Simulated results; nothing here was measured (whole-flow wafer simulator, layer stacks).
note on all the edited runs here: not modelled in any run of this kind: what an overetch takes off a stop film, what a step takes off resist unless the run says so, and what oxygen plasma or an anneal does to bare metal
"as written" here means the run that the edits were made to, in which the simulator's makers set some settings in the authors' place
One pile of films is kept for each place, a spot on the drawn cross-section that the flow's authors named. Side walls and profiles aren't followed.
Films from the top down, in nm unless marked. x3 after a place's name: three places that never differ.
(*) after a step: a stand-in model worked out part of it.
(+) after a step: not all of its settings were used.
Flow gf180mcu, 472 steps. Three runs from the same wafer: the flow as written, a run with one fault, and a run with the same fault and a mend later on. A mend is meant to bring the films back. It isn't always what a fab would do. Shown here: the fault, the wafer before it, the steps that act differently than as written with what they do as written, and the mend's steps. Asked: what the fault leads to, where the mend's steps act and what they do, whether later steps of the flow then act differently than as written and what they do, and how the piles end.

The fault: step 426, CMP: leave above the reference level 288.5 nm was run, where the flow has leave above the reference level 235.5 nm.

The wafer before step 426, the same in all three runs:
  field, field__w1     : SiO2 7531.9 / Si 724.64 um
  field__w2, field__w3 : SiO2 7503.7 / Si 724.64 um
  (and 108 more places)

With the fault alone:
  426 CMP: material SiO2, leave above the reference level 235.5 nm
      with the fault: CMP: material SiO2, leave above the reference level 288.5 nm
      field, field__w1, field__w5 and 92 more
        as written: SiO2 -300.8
        with the fault: SiO2 -247.8
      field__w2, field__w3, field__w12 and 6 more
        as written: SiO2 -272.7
        with the fault: SiO2 -219.7
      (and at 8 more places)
  Later steps of the flow that act differently than as written (2 more steps differ only slightly, by at most 2% or 0.5 nm, whichever is larger, and aren't shown):
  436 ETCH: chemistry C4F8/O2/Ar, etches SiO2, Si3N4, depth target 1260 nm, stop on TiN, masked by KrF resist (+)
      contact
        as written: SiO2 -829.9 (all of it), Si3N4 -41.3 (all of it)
        with the fault: SiO2 -882.9 (all of it), Si3N4 -41.3 (all of it)
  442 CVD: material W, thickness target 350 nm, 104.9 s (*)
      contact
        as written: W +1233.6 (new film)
        with the fault: W +1287 (new film)
  At the end the piles differ from the flow's by more than 2% or 0.5 nm, whichever is larger, at field__w4, field__w8, contact, m1, m1__w1, mim, mim_1p0, m1_nw.
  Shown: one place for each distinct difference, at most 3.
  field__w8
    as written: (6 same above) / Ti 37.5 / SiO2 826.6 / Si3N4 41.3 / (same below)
    with the fault: (6 same above) / Ti 37.5 / SiO2 879.6 / Si3N4 41.3 / (same below)
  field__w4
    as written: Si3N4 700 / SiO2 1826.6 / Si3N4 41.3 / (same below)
    with the fault: Si3N4 700 / SiO2 1879.6 / Si3N4 41.3 / (same below)
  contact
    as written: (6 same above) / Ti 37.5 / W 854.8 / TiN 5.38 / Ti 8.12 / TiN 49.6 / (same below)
    with the fault: (6 same above) / Ti 37.5 / W 908.2 / TiN 5.22 / Ti 7.88 / TiN 49.6 / (same below)

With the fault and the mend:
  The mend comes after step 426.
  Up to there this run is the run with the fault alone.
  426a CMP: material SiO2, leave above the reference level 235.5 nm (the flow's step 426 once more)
      field, field__w1, field__w2 and 109 more
        SiO2 -53
  No later step of the flow acts differently than as written at any place that is followed.
  At the end the piles are the same as the flow's at every place that both follow.
